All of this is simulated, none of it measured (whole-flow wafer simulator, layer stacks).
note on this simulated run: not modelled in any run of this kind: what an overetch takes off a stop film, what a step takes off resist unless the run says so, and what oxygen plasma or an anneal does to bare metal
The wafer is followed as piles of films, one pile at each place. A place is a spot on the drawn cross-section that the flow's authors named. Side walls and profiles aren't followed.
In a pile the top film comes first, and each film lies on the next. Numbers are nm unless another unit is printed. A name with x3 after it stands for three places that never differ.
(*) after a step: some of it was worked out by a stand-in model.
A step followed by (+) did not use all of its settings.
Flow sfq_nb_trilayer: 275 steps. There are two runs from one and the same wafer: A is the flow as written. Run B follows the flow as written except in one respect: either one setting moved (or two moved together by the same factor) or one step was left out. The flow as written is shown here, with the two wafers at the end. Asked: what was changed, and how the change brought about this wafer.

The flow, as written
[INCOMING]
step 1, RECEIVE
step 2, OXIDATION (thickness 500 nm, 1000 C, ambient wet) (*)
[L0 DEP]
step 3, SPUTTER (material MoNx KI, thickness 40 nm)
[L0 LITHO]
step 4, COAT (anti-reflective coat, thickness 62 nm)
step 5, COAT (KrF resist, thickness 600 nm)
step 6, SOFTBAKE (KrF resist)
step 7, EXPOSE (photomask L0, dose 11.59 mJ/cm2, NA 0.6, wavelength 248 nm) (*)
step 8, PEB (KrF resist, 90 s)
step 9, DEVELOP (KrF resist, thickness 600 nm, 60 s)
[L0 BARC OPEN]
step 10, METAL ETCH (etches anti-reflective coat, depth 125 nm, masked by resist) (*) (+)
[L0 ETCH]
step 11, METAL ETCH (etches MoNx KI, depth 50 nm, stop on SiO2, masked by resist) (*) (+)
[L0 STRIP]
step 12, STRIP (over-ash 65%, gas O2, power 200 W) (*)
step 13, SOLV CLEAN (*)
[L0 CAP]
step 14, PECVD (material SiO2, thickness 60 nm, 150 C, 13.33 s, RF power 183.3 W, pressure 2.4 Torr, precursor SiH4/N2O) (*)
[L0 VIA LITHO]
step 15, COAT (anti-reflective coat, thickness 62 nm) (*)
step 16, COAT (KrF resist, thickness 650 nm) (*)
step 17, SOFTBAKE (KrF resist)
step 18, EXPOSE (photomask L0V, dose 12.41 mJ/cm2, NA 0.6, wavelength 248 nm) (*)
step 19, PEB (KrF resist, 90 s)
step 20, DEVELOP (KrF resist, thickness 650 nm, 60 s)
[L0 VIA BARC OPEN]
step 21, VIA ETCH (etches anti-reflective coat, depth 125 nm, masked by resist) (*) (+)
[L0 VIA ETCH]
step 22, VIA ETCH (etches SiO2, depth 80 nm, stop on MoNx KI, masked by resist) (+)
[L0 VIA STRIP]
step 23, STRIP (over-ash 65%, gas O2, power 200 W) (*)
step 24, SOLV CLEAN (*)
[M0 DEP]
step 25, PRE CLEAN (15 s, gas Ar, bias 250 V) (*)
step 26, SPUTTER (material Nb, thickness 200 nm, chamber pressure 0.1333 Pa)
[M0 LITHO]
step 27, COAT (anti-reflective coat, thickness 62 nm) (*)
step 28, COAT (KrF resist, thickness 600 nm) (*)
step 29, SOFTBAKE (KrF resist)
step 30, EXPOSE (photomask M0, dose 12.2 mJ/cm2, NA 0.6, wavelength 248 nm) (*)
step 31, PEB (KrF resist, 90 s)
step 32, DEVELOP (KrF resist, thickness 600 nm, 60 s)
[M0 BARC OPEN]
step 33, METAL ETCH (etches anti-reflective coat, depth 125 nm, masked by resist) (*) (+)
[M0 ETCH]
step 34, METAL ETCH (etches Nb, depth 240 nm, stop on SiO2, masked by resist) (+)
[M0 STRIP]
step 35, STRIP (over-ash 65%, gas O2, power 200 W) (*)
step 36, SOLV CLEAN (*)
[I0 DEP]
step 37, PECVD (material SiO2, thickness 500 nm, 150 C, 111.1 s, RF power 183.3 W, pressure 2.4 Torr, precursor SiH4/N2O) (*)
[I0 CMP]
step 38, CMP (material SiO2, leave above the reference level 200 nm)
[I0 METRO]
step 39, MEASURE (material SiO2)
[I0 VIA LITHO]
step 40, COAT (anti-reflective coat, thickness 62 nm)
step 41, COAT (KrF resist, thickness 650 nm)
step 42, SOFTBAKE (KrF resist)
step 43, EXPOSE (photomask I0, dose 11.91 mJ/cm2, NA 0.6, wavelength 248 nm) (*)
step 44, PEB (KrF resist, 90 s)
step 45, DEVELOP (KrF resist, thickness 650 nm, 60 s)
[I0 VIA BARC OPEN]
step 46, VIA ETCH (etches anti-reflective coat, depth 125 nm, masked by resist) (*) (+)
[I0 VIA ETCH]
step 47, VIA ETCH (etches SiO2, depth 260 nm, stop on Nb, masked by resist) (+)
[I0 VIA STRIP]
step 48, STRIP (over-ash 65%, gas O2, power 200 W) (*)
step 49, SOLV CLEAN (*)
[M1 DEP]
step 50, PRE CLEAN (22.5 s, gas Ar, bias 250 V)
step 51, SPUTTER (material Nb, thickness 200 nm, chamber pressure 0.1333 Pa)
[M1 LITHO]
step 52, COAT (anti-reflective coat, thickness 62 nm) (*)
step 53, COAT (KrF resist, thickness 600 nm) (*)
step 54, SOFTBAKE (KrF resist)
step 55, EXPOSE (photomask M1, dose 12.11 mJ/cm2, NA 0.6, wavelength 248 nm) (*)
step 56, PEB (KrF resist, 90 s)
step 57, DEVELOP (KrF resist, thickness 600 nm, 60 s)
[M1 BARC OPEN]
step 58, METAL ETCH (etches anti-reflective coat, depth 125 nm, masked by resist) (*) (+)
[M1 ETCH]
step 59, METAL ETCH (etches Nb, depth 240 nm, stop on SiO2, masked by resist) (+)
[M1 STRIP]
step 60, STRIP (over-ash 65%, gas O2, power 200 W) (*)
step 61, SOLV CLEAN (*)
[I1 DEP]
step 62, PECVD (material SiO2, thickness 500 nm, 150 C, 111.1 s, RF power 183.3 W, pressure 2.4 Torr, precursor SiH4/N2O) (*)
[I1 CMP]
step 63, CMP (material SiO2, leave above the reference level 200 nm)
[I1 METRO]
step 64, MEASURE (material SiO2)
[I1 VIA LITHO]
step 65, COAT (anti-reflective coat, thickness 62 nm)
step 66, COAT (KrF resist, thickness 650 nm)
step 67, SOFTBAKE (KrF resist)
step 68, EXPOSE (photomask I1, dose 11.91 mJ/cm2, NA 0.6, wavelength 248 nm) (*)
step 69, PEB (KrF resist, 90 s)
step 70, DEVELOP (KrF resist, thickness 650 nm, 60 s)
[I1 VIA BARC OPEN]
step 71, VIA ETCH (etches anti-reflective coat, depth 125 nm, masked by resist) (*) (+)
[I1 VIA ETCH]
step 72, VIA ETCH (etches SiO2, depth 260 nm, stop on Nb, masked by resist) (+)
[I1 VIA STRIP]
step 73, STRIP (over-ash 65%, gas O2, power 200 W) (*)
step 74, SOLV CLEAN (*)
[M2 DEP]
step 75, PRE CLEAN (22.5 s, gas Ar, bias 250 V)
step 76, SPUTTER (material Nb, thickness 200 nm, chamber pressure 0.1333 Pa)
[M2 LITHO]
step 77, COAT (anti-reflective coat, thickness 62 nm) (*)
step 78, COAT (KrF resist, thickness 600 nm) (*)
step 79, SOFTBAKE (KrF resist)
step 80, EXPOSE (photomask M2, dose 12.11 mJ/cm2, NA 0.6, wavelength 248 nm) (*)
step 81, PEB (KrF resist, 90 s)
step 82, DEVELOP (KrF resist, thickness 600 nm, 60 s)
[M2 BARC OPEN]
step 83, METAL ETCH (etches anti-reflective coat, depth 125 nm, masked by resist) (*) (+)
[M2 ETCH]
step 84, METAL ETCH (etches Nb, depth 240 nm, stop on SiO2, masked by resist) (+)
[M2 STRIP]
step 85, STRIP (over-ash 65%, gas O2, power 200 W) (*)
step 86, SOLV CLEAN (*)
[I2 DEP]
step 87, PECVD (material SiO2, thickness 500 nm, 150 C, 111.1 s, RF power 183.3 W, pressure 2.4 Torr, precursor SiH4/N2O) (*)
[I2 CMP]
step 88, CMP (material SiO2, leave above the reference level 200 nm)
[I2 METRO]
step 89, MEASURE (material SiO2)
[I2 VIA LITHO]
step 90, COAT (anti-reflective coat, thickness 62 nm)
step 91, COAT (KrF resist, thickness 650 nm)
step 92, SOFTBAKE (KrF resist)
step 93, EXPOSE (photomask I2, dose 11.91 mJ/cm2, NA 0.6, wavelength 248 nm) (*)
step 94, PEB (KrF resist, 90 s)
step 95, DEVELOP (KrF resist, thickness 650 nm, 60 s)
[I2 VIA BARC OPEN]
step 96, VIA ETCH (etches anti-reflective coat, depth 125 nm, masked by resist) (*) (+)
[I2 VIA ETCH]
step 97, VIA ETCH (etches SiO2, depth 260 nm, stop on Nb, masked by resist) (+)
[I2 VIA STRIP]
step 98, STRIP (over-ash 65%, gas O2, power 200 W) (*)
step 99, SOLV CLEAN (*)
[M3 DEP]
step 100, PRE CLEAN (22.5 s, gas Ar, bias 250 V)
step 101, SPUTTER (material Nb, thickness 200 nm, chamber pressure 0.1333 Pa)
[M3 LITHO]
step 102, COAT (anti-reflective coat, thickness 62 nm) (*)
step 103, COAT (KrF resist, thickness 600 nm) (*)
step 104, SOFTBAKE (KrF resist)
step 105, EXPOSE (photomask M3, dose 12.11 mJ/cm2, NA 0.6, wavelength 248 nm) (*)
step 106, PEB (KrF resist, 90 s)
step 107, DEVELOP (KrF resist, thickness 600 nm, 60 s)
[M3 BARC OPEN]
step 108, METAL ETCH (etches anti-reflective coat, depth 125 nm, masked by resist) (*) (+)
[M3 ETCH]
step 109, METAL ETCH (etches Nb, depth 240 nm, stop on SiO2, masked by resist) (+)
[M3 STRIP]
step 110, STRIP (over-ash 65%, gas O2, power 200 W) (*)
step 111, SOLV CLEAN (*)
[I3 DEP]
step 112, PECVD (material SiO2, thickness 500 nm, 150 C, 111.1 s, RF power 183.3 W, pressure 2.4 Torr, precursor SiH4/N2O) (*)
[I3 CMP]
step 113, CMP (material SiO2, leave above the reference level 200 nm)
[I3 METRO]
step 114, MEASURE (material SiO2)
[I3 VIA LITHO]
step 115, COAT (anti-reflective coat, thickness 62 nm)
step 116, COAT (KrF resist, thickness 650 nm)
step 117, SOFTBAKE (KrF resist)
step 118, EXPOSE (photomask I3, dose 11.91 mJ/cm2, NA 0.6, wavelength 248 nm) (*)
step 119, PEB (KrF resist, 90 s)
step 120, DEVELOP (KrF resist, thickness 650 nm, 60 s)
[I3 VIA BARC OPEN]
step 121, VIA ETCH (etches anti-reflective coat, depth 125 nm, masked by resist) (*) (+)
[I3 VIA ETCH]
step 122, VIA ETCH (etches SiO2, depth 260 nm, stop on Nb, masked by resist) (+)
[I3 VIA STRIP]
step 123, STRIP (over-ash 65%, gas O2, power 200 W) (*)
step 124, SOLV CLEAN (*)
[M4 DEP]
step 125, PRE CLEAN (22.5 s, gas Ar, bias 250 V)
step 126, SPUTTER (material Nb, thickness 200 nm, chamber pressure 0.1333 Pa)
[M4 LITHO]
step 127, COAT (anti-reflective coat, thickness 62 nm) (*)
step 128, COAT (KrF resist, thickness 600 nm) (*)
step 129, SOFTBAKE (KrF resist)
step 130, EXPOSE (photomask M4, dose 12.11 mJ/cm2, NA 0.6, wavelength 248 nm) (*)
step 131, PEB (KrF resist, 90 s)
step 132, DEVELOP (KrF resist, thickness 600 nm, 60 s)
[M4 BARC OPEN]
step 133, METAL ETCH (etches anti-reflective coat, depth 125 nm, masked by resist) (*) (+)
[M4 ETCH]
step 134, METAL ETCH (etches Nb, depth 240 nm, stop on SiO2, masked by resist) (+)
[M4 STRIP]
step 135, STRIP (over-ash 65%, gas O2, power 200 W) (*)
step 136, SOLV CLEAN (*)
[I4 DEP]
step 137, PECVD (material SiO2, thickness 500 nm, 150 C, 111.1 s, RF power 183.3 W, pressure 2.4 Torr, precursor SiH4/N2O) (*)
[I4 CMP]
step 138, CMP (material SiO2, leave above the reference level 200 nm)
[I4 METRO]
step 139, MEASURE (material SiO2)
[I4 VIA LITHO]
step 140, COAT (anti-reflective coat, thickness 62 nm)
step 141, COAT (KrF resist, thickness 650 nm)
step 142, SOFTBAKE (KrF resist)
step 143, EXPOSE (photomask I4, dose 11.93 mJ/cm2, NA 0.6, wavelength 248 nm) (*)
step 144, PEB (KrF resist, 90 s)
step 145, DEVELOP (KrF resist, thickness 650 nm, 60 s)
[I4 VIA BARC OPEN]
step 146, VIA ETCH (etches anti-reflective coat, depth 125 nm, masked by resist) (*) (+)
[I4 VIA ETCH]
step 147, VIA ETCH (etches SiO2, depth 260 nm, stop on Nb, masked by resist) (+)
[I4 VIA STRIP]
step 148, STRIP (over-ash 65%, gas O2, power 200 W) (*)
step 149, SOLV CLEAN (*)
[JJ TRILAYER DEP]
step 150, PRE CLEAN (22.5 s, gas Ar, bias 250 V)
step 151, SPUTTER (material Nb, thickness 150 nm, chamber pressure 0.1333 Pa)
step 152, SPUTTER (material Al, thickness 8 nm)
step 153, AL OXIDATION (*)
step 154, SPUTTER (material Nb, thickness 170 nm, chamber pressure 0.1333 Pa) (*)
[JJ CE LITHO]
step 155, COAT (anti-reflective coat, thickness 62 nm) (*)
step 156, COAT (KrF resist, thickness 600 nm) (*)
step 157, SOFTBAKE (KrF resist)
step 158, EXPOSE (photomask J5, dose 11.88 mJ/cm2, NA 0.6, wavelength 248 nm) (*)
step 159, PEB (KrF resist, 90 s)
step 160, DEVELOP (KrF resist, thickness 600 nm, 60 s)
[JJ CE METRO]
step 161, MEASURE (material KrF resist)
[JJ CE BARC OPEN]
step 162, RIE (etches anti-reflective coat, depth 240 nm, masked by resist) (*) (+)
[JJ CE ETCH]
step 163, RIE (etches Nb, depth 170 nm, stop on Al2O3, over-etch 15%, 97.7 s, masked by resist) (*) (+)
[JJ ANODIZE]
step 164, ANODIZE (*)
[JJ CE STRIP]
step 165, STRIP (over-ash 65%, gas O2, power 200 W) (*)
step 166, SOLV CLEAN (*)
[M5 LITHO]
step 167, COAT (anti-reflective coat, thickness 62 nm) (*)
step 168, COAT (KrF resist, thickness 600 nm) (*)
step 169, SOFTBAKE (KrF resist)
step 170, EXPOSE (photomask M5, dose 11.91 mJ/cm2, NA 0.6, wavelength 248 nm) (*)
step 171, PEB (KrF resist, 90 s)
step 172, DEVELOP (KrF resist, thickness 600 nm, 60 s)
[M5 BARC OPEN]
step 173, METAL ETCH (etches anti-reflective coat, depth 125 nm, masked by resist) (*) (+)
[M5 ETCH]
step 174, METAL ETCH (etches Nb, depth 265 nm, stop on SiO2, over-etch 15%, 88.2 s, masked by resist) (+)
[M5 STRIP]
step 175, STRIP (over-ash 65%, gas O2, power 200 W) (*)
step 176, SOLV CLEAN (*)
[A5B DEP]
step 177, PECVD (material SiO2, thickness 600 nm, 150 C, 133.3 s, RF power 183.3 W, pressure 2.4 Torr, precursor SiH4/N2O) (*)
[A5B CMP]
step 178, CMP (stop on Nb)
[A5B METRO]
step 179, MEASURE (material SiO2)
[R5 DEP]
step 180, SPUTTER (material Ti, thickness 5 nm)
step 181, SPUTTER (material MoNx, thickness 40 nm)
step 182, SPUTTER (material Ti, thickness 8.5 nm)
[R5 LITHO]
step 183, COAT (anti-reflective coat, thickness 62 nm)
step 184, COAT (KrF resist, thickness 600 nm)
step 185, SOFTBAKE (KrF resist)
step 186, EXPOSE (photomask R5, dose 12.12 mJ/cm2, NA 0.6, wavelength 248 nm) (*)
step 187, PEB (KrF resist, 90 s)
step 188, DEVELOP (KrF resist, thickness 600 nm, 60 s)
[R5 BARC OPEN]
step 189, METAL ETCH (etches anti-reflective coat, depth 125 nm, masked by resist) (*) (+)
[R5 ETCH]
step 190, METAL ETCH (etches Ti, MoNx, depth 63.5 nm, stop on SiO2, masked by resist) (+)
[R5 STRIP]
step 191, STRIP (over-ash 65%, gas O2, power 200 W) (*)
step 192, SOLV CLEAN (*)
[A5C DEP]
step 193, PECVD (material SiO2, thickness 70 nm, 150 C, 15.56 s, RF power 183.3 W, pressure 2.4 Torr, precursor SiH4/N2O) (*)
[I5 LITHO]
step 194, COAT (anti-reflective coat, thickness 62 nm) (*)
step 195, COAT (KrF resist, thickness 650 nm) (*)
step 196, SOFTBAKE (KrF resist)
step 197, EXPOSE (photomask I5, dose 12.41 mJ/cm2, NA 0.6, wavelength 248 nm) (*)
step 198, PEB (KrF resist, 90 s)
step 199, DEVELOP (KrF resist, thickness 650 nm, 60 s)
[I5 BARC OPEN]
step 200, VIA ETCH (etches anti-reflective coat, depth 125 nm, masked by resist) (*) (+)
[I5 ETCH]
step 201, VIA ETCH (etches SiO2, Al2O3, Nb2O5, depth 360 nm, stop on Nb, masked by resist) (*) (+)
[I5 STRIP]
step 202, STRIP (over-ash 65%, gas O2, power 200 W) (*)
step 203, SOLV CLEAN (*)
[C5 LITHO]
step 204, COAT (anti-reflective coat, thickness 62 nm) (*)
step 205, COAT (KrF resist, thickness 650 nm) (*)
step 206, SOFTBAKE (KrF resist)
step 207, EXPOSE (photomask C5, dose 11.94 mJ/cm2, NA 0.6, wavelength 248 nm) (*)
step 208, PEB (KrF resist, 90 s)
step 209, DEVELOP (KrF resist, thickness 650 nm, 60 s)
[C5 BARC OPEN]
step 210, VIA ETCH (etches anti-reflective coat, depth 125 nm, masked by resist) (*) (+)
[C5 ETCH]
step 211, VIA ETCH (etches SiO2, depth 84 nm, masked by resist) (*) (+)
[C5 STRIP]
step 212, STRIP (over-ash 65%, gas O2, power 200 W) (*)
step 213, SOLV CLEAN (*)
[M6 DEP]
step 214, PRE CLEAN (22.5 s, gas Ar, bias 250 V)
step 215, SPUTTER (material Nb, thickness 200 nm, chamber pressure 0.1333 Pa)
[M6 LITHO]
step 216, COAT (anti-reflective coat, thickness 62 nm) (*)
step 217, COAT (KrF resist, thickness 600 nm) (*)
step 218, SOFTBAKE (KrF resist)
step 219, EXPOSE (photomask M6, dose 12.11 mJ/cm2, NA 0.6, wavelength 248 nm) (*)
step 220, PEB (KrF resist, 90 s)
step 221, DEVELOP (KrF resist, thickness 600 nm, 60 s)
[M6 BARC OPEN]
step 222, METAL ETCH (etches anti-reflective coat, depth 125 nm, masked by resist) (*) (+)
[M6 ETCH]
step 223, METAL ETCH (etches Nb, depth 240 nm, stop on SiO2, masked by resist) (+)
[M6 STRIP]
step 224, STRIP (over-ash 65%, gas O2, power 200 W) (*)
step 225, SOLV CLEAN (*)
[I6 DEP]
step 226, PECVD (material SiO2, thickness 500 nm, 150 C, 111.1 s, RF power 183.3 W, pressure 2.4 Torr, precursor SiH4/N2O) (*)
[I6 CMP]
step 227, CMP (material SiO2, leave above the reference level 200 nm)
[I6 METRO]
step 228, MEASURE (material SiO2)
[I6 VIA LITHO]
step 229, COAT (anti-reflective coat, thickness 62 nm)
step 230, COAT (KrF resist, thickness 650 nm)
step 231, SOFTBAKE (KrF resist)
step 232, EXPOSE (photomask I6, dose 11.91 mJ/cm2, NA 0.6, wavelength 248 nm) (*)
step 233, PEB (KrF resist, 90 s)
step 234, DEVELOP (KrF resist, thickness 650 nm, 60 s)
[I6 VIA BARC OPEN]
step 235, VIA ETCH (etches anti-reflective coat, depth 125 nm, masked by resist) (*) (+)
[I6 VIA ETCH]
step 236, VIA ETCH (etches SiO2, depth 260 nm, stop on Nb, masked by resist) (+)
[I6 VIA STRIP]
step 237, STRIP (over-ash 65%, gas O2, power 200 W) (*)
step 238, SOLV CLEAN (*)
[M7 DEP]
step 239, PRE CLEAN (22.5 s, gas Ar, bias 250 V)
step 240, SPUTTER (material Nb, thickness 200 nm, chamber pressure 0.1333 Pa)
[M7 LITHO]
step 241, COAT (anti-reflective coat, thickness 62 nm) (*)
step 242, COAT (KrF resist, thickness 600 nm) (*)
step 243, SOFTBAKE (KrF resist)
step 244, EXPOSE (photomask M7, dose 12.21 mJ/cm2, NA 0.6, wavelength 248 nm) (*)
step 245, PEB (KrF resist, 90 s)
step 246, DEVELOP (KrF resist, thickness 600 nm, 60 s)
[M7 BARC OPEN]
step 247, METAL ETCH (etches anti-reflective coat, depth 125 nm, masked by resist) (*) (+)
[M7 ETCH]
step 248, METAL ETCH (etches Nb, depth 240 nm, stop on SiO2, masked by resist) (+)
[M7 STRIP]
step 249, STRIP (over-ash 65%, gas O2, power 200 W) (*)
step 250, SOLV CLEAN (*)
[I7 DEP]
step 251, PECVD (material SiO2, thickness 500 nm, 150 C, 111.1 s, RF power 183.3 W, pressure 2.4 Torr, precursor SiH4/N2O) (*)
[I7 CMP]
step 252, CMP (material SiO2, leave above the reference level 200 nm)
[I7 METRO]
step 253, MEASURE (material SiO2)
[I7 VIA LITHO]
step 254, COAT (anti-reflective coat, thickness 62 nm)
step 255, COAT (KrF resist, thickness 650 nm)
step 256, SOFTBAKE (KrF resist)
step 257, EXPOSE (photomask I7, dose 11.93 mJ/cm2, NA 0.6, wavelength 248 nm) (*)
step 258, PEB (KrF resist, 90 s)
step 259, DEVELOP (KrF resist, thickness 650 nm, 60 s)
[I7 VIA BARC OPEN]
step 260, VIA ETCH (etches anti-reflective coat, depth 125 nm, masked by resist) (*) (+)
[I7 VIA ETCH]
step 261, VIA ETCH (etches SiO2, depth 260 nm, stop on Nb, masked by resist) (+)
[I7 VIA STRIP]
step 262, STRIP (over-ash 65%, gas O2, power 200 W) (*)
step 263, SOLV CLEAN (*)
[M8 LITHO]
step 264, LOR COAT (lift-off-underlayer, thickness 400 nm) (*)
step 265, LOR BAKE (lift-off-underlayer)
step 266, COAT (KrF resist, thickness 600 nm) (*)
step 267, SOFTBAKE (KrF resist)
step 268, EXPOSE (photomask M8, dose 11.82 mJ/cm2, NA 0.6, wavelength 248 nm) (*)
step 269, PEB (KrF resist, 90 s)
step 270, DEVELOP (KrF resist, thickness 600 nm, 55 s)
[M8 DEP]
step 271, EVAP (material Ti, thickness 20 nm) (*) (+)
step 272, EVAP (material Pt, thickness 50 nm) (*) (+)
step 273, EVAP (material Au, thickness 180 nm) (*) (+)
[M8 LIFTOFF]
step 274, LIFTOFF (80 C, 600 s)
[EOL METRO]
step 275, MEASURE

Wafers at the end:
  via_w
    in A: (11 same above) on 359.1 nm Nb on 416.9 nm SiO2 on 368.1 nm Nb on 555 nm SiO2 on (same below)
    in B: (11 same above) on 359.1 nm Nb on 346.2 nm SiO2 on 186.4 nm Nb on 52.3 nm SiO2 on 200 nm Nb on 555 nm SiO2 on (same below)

Cause: step 47, VIA ETCH: depth 140 nm was run, while the flow as written has depth 260 nm.

Step by step, how the change led to this:
  step 47, VIA ETCH (etches SiO2, depth 260 nm, stop on Nb, masked by resist) (+)
      via_w: A SiO2 loses 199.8 (all of it) | B SiO2 loses 140
      field_l, v_sur, via_wl and 102 more: A KrF resist loses 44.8 | B KrF resist loses 24.1
  step 48, STRIP (over-ash 65%, gas O2, power 200 W) (*)
      field_l, v_sur, via_wl and 102 more: A KrF resist loses 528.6 (all of it), anti-reflective coat loses 62 (all of it) | B KrF resist loses 549.3 (all of it), anti-reflective coat loses 62 (all of it)
  step 50, PRE CLEAN (22.5 s, gas Ar, bias 250 V)
      via_w: A Nb loses 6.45 | B SiO2 loses 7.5
  step 51, SPUTTER (material Nb, thickness 200 nm, chamber pressure 0.1333 Pa)
      via_w: A Nb gains 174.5 | B Nb gains 186.4 (new film)
  step 52, COAT (anti-reflective coat, thickness 62 nm) (*)
      via_wl: A anti-reflective coat gains 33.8 (new film) | B anti-reflective coat gains 35.8 (new film)
      via_w: A anti-reflective coat gains 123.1 (new film) | B anti-reflective coat gains 109.6 (new film)
      (also at 1 further place)
  step 53, COAT (KrF resist, thickness 600 nm) (*)
      via_w: A KrF resist gains 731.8 (new film) | B KrF resist gains 683.9 (new film)
  step 60, STRIP (over-ash 65%, gas O2, power 200 W) (*)
      via_wl: A KrF resist loses 385.5 (all of it), anti-reflective coat loses 33.8 (all of it) | B KrF resist loses 390.7 (all of it), anti-reflective coat loses 35.8 (all of it)
      via_w: A KrF resist loses 513.8 (all of it), anti-reflective coat loses 123.1 (all of it) | B KrF resist loses 466.1 (all of it), anti-reflective coat loses 109.6 (all of it)
      (also at 1 further place)
  step 62, PECVD (material SiO2, thickness 500 nm, 150 C, 111.1 s, RF power 183.3 W, pressure 2.4 Torr, precursor SiH4/N2O) (*)
      via_w: A SiO2 gains 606 (new film) | B SiO2 gains 510.8 (new film)
  step 63, CMP (material SiO2, leave above the reference level 200 nm)
      via_w: A SiO2 loses 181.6 | B SiO2 loses 157.1
Taking metal films that touch as one body, via_w has 6 bodies (between them, from the top down: SiO2 192.5; SiO2 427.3 / Al2O3 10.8 / Nb2O5 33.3; SiO2 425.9; SiO2 346.2; SiO2 52.3); the flow as written gives 5 bodies (between them, from the top down: SiO2 192.5; SiO2 427.3 / Al2O3 10.8 / Nb2O5 33.3; SiO2 425.9; SiO2 416.9).
